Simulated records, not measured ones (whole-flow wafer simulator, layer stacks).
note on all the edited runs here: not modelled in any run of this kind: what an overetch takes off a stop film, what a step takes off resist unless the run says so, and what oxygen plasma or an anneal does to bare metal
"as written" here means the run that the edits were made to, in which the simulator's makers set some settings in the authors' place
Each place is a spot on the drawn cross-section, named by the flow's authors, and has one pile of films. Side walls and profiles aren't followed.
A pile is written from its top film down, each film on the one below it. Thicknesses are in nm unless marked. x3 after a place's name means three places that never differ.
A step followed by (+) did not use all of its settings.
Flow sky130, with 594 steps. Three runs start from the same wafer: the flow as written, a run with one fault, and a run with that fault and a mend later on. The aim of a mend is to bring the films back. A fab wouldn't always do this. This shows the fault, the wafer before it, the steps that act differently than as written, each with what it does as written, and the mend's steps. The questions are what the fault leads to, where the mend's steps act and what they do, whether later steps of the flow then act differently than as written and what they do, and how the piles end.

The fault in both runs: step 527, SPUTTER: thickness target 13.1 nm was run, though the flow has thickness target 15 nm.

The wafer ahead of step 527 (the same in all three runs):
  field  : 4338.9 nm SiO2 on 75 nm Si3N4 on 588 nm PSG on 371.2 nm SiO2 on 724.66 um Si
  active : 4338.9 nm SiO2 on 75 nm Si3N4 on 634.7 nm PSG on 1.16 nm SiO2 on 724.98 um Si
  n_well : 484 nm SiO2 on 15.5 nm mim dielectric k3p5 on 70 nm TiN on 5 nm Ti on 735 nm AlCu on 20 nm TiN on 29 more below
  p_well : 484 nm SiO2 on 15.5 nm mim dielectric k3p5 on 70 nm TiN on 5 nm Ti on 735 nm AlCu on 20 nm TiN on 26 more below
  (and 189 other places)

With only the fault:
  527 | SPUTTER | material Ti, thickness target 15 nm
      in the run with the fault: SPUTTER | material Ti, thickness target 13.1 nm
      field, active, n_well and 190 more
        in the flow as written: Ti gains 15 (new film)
        in the run with the fault: Ti gains 13.1 (new film)
  Steps later in the flow that act otherwise than as written (21 more steps, not shown, differ only slightly: by at most 2% or 0.5 nm, whichever is larger):
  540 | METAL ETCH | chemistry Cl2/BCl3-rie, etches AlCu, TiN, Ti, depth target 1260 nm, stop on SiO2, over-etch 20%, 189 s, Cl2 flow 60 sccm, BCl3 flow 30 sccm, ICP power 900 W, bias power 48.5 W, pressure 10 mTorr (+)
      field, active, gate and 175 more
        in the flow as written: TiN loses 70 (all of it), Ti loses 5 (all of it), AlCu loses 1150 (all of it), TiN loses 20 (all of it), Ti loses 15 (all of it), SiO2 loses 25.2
        in the run with the fault: TiN loses 70 (all of it), Ti loses 5 (all of it), AlCu loses 1150 (all of it), TiN loses 20 (all of it), Ti loses 13.1 (all of it), SiO2 loses 25.4
  By the end, the piles at n_well, p_well, sd_n and 12 more depart from the flow's by more than 2% or 0.5 nm, whichever is larger.
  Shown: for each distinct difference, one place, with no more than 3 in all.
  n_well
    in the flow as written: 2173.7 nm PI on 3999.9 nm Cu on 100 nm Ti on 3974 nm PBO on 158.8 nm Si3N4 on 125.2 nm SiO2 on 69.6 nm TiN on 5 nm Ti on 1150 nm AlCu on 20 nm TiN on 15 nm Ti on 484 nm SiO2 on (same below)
    in the run with the fault: 2173.9 nm PI on 3999.9 nm Cu on 100 nm Ti on 3975.4 nm PBO on 158.8 nm Si3N4 on 125.2 nm SiO2 on 69.6 nm TiN on 5 nm Ti on 1150 nm AlCu on 20 nm TiN on 13.1 nm Ti on 484 nm SiO2 on (same below)
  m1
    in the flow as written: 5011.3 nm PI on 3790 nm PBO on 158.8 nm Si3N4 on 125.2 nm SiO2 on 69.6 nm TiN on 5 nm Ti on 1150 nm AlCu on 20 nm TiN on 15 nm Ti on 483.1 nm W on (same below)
    in the run with the fault: 5011.4 nm PI on 3791.6 nm PBO on 158.8 nm Si3N4 on 125.2 nm SiO2 on 69.6 nm TiN on 5 nm Ti on 1150 nm AlCu on 20 nm TiN on 13.1 nm Ti on 483.1 nm W on (same below)
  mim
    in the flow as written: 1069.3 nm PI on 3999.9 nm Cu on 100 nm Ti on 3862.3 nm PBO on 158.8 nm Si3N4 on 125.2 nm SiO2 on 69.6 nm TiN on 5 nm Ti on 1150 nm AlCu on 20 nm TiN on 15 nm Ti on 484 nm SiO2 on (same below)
    in the run with the fault: 1069.5 nm PI on 3999.9 nm Cu on 100 nm Ti on 3863.8 nm PBO on 158.8 nm Si3N4 on 125.2 nm SiO2 on 69.6 nm TiN on 5 nm Ti on 1150 nm AlCu on 20 nm TiN on 13.1 nm Ti on 484 nm SiO2 on (same below)

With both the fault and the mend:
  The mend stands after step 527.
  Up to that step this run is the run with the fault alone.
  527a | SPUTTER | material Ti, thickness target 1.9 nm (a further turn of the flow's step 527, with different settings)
      field, active, n_well and 190 more
        Ti gains 1.9
  None of the later steps of the flow acts differently than as written at any place that is followed.
  At every place that both follow, the piles at the end match the flow's.
